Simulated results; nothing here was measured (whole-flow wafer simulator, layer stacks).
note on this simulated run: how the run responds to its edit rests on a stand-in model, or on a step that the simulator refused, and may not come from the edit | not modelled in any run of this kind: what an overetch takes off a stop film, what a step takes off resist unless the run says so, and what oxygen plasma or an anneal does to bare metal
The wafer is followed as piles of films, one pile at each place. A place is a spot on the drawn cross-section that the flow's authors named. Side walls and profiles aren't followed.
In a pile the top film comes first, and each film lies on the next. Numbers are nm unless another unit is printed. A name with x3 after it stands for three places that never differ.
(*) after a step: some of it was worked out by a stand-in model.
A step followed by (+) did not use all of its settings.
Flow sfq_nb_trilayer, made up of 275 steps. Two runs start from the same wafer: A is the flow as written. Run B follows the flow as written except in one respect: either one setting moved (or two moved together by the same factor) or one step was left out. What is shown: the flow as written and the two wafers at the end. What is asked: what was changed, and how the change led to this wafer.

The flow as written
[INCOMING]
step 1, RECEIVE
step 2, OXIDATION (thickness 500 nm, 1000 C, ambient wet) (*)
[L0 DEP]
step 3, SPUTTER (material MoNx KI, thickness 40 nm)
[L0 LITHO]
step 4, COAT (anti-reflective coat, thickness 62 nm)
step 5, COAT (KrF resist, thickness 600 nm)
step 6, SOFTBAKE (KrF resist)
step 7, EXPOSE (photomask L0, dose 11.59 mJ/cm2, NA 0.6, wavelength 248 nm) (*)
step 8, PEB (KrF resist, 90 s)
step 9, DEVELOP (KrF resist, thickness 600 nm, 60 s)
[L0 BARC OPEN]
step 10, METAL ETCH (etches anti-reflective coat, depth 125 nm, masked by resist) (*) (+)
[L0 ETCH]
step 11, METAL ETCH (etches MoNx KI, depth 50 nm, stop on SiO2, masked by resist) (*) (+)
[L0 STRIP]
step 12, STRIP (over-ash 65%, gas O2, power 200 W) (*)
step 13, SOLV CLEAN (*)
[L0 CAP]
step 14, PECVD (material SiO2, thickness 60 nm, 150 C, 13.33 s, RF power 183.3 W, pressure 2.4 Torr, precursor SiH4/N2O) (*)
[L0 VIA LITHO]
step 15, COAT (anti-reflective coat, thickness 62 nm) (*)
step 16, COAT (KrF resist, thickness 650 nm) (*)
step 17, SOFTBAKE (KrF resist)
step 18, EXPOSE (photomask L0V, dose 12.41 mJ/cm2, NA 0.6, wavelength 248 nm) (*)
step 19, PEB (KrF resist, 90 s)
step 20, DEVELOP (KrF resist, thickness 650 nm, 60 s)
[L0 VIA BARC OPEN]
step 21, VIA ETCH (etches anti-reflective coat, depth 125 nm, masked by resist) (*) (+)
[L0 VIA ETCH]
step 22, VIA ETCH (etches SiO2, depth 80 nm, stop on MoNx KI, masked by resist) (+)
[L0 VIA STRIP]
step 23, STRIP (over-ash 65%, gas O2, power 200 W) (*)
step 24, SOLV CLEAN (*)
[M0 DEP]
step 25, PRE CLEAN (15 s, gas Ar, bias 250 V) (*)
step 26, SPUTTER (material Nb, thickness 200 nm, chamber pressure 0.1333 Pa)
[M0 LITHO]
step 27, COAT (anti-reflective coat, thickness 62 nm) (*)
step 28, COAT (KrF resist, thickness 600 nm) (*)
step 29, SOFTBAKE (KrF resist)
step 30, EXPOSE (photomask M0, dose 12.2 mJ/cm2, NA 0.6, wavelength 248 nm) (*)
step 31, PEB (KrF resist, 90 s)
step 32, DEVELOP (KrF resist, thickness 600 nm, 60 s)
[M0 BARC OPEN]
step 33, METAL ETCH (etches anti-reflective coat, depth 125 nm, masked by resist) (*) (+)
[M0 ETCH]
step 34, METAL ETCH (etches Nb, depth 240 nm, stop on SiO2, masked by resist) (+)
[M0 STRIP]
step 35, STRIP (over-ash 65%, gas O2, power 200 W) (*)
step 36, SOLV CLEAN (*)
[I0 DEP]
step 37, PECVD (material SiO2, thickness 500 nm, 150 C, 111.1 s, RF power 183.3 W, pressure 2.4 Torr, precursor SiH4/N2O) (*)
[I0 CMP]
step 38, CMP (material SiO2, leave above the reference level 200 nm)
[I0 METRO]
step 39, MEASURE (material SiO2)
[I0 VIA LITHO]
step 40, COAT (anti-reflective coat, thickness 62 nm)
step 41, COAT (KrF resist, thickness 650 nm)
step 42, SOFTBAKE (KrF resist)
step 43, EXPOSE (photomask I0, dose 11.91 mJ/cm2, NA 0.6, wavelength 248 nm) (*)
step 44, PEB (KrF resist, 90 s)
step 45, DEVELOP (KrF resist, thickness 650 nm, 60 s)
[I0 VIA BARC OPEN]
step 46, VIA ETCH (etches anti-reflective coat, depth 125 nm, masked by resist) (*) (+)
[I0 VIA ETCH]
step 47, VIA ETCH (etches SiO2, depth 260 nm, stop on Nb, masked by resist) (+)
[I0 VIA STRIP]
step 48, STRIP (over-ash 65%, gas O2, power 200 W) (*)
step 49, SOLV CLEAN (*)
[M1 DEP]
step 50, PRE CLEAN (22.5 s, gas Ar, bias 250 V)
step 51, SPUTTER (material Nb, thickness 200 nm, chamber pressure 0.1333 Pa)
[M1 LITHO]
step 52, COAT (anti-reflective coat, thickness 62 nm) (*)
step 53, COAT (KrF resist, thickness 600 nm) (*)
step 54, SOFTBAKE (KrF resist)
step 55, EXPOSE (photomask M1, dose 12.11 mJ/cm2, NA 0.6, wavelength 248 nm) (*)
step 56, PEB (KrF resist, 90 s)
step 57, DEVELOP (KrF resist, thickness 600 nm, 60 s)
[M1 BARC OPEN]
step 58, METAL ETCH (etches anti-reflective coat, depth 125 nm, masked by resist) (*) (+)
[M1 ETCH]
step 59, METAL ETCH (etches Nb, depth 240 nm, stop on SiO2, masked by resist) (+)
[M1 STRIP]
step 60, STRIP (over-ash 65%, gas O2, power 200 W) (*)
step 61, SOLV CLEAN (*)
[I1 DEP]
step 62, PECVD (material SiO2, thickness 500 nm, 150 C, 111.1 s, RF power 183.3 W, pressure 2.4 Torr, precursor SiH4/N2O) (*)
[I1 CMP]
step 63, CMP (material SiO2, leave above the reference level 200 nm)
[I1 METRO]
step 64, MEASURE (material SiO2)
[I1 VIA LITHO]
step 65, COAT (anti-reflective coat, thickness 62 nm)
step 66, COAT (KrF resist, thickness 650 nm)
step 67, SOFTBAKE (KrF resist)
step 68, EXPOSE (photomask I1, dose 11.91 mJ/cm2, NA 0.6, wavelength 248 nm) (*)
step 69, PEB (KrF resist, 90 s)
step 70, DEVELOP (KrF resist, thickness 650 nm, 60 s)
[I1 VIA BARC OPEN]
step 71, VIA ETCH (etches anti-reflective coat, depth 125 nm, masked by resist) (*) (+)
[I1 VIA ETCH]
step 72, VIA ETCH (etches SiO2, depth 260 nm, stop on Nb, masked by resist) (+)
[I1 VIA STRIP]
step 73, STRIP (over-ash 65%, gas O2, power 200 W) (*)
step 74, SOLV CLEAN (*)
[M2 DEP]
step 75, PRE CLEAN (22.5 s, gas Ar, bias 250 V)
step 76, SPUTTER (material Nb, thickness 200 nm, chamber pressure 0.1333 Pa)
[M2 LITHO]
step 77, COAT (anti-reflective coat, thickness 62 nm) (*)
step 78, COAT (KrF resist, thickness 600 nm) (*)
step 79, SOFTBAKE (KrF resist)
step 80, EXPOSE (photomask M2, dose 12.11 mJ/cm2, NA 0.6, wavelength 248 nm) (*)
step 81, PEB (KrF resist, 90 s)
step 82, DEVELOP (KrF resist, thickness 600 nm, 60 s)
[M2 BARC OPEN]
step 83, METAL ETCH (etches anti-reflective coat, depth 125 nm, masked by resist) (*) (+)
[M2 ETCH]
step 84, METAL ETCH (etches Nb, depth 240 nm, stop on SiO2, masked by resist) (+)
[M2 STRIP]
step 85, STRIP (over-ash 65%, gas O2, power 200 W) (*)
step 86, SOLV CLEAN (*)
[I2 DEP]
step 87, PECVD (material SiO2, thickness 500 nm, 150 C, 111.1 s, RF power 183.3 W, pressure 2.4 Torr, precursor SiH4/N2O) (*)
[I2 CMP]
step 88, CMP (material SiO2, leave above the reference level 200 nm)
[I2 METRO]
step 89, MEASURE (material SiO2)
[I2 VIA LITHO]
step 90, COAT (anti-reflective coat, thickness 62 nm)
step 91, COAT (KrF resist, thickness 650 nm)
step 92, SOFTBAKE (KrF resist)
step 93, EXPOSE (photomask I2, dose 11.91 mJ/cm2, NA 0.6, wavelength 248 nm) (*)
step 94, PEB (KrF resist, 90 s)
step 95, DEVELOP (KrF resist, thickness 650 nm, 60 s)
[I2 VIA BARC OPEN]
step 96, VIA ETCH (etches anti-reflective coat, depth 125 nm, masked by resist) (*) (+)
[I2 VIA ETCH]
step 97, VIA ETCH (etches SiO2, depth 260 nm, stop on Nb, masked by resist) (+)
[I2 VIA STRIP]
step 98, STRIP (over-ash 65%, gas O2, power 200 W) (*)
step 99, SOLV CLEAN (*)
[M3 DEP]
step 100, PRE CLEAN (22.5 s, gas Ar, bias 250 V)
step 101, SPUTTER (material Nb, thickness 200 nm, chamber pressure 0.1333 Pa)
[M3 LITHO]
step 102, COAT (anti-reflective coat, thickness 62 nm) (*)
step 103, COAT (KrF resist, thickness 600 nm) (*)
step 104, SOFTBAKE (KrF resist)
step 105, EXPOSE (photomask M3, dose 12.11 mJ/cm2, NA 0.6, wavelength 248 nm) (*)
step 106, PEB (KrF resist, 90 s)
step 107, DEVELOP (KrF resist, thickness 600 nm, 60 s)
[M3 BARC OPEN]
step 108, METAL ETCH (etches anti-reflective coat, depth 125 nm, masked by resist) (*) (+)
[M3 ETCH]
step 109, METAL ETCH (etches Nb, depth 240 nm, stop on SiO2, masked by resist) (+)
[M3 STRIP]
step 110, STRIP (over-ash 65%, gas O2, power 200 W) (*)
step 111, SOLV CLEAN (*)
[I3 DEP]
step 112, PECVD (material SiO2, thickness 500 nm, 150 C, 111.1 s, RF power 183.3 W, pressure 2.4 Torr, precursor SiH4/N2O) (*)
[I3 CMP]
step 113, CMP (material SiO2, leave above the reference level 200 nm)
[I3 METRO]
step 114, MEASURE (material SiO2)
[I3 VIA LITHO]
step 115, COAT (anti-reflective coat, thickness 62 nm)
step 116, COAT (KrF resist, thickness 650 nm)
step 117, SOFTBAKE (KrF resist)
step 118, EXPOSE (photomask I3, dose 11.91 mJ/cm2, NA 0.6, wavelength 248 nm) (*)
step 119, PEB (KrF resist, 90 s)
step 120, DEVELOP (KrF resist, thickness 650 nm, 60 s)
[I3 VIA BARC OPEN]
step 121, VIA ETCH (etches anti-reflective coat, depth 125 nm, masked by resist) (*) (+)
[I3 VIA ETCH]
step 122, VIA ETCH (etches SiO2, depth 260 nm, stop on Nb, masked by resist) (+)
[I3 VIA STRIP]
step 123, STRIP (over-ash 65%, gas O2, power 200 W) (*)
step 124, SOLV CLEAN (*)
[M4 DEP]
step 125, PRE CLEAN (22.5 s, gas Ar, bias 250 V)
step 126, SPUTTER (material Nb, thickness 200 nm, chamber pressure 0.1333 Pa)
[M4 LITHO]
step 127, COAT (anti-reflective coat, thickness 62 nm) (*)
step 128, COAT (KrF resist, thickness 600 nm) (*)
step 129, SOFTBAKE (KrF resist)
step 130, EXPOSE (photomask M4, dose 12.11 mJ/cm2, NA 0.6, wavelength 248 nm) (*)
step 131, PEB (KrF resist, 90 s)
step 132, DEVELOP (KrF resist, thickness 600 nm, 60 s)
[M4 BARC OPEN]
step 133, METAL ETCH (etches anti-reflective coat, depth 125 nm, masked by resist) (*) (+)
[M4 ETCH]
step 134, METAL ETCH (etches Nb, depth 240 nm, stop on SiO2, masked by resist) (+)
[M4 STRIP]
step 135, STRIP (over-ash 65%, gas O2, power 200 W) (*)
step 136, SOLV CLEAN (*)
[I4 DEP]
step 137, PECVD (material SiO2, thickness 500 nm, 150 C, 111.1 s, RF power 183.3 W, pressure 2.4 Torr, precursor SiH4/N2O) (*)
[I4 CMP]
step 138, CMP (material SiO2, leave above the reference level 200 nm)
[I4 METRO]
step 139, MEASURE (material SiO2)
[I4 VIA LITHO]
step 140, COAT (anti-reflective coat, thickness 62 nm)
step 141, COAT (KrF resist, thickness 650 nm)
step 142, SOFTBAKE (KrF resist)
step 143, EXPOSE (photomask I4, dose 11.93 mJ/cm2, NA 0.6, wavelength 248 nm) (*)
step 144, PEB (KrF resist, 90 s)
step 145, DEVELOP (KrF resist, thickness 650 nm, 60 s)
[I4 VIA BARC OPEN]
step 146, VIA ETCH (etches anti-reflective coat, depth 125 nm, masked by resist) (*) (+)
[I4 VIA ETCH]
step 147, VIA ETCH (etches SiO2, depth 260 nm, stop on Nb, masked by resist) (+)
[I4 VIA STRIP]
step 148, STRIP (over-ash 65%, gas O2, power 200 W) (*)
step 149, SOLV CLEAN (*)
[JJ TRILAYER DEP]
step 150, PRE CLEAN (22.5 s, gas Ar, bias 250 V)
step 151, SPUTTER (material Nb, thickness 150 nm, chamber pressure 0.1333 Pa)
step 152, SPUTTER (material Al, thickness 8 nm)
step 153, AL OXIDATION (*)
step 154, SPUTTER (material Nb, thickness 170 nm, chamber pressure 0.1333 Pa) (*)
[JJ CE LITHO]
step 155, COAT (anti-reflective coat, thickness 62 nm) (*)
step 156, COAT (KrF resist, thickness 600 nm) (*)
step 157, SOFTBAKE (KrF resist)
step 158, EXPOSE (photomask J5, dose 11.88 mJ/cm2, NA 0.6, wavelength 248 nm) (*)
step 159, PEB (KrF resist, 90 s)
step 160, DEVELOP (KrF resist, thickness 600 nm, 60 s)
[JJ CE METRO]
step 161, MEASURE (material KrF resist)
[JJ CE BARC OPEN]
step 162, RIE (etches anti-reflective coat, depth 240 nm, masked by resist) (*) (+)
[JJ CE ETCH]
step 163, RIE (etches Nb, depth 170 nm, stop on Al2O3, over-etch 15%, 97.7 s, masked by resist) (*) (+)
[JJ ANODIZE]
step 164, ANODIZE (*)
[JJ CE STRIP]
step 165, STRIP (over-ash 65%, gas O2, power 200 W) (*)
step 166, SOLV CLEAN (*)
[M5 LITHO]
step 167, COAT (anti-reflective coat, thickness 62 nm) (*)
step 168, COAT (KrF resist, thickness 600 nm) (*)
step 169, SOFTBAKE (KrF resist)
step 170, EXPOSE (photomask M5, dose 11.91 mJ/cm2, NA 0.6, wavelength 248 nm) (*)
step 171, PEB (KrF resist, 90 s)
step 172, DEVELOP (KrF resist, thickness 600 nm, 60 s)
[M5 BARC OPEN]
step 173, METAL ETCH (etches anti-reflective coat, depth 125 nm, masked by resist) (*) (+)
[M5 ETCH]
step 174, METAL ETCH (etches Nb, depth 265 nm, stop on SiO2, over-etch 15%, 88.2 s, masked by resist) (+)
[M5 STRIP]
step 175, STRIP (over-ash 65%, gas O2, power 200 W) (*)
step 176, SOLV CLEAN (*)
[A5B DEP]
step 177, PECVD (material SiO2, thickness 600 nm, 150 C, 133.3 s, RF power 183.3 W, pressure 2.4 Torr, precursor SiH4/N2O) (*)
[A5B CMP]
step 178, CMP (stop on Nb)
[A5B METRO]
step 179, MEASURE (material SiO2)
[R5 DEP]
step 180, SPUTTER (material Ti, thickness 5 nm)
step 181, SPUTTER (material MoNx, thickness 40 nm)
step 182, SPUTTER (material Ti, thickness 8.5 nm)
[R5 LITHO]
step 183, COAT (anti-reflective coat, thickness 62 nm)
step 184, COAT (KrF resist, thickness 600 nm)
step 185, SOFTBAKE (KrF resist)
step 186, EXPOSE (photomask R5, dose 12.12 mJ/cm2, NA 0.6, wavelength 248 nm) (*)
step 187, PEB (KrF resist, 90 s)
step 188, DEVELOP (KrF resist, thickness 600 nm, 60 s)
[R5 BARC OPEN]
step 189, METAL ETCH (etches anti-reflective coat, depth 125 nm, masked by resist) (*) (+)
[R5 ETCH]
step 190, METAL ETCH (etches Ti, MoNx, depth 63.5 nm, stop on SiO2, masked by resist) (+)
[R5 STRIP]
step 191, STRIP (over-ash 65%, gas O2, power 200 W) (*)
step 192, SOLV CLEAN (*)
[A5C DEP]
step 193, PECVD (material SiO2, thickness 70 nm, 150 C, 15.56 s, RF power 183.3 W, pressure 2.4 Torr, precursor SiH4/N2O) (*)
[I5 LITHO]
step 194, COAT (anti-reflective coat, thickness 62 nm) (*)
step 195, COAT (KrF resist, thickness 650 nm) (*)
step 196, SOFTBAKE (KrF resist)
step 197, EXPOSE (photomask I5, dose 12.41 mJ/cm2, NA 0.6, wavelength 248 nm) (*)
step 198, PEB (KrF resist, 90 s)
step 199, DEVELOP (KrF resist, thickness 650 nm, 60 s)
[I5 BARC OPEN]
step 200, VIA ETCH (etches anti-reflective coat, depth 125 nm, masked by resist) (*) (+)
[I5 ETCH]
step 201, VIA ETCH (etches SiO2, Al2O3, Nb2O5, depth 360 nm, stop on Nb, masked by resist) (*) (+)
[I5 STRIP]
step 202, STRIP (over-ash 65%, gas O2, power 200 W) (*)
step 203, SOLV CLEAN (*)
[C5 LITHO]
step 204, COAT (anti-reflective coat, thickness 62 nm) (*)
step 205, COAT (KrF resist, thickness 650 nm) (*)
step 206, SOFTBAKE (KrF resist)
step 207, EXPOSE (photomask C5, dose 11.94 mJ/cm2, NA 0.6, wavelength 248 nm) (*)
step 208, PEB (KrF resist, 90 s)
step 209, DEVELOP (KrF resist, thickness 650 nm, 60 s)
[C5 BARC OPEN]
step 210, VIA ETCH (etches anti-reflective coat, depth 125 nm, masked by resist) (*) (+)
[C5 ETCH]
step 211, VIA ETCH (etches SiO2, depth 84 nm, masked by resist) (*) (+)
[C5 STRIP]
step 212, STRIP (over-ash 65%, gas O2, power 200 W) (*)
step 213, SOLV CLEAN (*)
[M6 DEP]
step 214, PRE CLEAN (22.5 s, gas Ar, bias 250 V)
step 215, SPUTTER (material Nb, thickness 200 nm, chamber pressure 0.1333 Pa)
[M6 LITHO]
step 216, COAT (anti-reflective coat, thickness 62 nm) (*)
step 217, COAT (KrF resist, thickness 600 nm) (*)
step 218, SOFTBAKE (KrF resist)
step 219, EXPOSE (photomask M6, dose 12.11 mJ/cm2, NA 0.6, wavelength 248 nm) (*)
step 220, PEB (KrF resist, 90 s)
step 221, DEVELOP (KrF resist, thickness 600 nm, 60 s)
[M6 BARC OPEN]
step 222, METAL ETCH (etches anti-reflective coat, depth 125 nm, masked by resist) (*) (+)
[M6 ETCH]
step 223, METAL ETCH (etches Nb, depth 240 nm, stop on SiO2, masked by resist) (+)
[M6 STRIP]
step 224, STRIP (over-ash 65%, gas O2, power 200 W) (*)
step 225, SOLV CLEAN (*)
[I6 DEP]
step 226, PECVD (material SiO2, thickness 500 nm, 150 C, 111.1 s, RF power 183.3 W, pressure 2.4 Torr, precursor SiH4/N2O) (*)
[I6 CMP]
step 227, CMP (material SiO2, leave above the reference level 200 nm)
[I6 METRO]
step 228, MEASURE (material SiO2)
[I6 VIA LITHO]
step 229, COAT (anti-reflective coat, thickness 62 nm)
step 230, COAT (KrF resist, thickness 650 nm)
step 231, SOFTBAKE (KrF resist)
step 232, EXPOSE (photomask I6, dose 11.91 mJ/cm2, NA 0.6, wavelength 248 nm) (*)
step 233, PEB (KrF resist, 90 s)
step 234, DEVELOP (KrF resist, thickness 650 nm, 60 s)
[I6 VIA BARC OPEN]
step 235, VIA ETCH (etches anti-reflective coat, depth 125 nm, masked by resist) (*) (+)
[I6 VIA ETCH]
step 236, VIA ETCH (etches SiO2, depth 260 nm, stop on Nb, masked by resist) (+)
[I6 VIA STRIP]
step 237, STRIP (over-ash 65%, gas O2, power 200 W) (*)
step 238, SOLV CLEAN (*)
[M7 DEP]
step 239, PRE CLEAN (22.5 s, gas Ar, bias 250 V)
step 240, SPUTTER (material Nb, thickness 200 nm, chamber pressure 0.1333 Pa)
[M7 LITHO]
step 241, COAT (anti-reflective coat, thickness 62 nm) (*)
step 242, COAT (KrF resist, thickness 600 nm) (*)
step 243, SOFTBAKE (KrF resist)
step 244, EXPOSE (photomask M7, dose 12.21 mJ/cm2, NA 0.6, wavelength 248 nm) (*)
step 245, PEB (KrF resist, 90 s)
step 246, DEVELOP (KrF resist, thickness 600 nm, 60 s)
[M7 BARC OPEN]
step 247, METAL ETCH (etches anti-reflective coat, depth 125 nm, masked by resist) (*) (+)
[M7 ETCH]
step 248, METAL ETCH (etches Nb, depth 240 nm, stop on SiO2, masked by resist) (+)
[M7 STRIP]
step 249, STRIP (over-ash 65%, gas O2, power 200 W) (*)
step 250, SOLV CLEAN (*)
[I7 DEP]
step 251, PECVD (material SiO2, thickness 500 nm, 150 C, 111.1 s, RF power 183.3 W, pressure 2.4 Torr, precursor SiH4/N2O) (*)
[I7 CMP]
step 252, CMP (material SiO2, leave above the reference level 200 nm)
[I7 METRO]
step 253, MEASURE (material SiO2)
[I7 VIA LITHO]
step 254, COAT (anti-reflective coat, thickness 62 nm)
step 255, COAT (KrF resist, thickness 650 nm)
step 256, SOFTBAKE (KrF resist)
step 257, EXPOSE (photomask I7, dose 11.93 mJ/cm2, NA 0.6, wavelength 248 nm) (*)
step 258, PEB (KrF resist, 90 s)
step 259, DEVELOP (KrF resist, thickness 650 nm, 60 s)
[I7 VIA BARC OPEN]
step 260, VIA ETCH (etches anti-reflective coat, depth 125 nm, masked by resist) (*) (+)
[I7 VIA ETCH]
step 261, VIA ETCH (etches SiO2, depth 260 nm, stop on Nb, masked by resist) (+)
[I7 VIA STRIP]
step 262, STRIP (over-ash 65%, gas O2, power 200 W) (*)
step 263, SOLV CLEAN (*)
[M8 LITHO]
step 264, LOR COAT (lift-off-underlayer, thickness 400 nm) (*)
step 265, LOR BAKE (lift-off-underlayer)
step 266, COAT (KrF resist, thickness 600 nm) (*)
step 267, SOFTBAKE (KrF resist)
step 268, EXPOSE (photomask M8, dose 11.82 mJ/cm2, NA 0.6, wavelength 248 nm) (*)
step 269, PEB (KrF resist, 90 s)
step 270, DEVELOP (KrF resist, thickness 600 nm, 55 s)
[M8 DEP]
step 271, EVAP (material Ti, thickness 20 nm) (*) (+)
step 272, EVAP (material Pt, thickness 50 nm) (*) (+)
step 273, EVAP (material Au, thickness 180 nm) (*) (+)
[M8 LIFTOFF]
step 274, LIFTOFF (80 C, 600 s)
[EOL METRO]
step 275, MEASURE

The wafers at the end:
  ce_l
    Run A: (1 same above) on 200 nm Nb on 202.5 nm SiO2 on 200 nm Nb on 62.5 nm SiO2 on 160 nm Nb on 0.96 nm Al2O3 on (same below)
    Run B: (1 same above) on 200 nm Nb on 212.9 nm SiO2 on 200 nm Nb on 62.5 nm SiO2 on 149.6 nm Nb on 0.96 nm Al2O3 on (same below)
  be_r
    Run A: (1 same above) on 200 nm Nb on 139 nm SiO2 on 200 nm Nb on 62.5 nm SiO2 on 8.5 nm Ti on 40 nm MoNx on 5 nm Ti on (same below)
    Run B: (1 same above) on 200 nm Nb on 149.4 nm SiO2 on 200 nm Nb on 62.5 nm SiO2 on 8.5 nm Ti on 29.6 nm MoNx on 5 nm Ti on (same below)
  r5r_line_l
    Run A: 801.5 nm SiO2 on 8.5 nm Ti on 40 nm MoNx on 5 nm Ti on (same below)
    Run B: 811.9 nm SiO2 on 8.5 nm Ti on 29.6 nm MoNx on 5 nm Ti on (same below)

The reason: step 181, SPUTTER: thickness 29.6 nm was run, while the flow as written has thickness 40 nm.
One can read it off the wafer: be_r has MoNx 29.6, and step 181 as written asks for 40 nm.

Step by step, how the change led to this:
  step 181, SPUTTER (material MoNx, thickness 40 nm)
      field_l, v_sur, via_wl and 103 more: A MoNx gains 40 (new film) | B MoNx gains 29.6 (new film)
  step 190, METAL ETCH (etches Ti, MoNx, depth 63.5 nm, stop on SiO2, masked by resist) (+)
      field_l, v_sur, via_wl and 92 more: A Ti loses 8.5 (all of it), MoNx loses 40 (all of it), Ti loses 5 (all of it) | B Ti loses 8.5 (all of it), MoNx loses 29.6 (all of it), Ti loses 5 (all of it)
      ce_l, c5j, ce_r, wl_jj: A Ti loses 8.5 (all of it), MoNx loses 40 (all of it), Ti loses 5 (all of it), Nb loses 10 | B Ti loses 8.5 (all of it), MoNx loses 29.6 (all of it), Ti loses 5 (all of it), Nb loses 20.4
  step 194, COAT (anti-reflective coat, thickness 62 nm) (*)
      wl_j_sl, wl_j_sr: A anti-reflective coat gains 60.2 (new film) | B anti-reflective coat gains 58.3 (new film)
      r5r_spacepad_l, r5r_spacepad_r: A anti-reflective coat gains 84.4 (new film) | B anti-reflective coat gains 79.9 (new film)
      (as well as at 12 more places)
  step 202, STRIP (over-ash 65%, gas O2, power 200 W) (*)
      wl_j_sl, wl_j_sr: A KrF resist loses 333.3 (all of it), anti-reflective coat loses 60.2 (all of it) | B KrF resist loses 333.5 (all of it), anti-reflective coat loses 58.3 (all of it)
      r5r_spacepad_l, r5r_spacepad_r: A KrF resist loses 335.6 (all of it), anti-reflective coat loses 84.4 (all of it) | B KrF resist loses 335.2 (all of it), anti-reflective coat loses 79.9 (all of it)
      (as well as at 12 more places)
  step 204, COAT (anti-reflective coat, thickness 62 nm) (*)
      wl_j_sl, wl_j_sr: A anti-reflective coat gains 60.2 (new film) | B anti-reflective coat gains 58.3 (new film)
      r5r_spacepad_l, r5r_spacepad_r: A anti-reflective coat gains 84.4 (new film) | B anti-reflective coat gains 79.9 (new film)
      (as well as at 12 more places)
  step 210, VIA ETCH (etches anti-reflective coat, depth 125 nm, masked by resist) (*) (+)
      c5j: A anti-reflective coat loses 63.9 (all of it), SiO2 loses 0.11 | B anti-reflective coat loses 66.8 (all of it), SiO2 loses 0.1
  step 212, STRIP (over-ash 65%, gas O2, power 200 W) (*)
      wl_j_sl, wl_j_sr: A KrF resist loses 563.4 (all of it), anti-reflective coat loses 60.2 (all of it) | B KrF resist loses 562.9 (all of it), anti-reflective coat loses 58.3 (all of it)
      r5r_spacepad_l, r5r_spacepad_r: A KrF resist loses 565.8 (all of it), anti-reflective coat loses 84.4 (all of it) | B KrF resist loses 564.6 (all of it), anti-reflective coat loses 79.9 (all of it)
      (as well as at 11 more places)
  step 216, COAT (anti-reflective coat, thickness 62 nm) (*)
      r5r_line_l, r5r_line_c, r5r_line_r: A anti-reflective coat gains 50 (new film) | B anti-reflective coat gains 51.7 (new film)
      wl_j_sl, wl_j_sr: A anti-reflective coat gains 60.2 (new film) | B anti-reflective coat gains 58.4 (new film)
      (as well as at 11 more places)
  step 222, METAL ETCH (etches anti-reflective coat, depth 125 nm, masked by resist) (*) (+)
      r5r_line_l, r5r_line_c, r5r_line_r: A anti-reflective coat loses 50 (all of it) | B anti-reflective coat loses 51.7 (all of it)
      r5r_spacepad_l, r5r_spacepad_r: A anti-reflective coat loses 85.7 (all of it) | B anti-reflective coat loses 80.7 (all of it)
      (as well as at 1 more place)
  step 224, STRIP (over-ash 65%, gas O2, power 200 W) (*)
      wl_j_sl, wl_j_sr: A KrF resist loses 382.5 (all of it), anti-reflective coat loses 60.2 (all of it) | B KrF resist loses 382.6 (all of it), anti-reflective coat loses 58.4 (all of it)
      jj_sur: A KrF resist loses 378.5 (all of it), anti-reflective coat loses 56.1 (all of it) | B KrF resist loses 377.9 (all of it), anti-reflective coat loses 54.2 (all of it)
      (as well as at 7 more places)
  step 226, PECVD (material SiO2, thickness 500 nm, 150 C, 111.1 s, RF power 183.3 W, pressure 2.4 Torr, precursor SiH4/N2O) (*)
      r5r_spacepad_l, r5r_spacepad_r: A SiO2 gains 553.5 | B SiO2 gains 540.6
  step 227, CMP (material SiO2, leave above the reference level 200 nm)
      ce_l, ce_r, wl_jj: A SiO2 loses 290 | B SiO2 loses 279.6
      be_r, r_sur, r_end: A SiO2 loses 353.5 | B SiO2 loses 343.1
      (as well as at 7 more places)
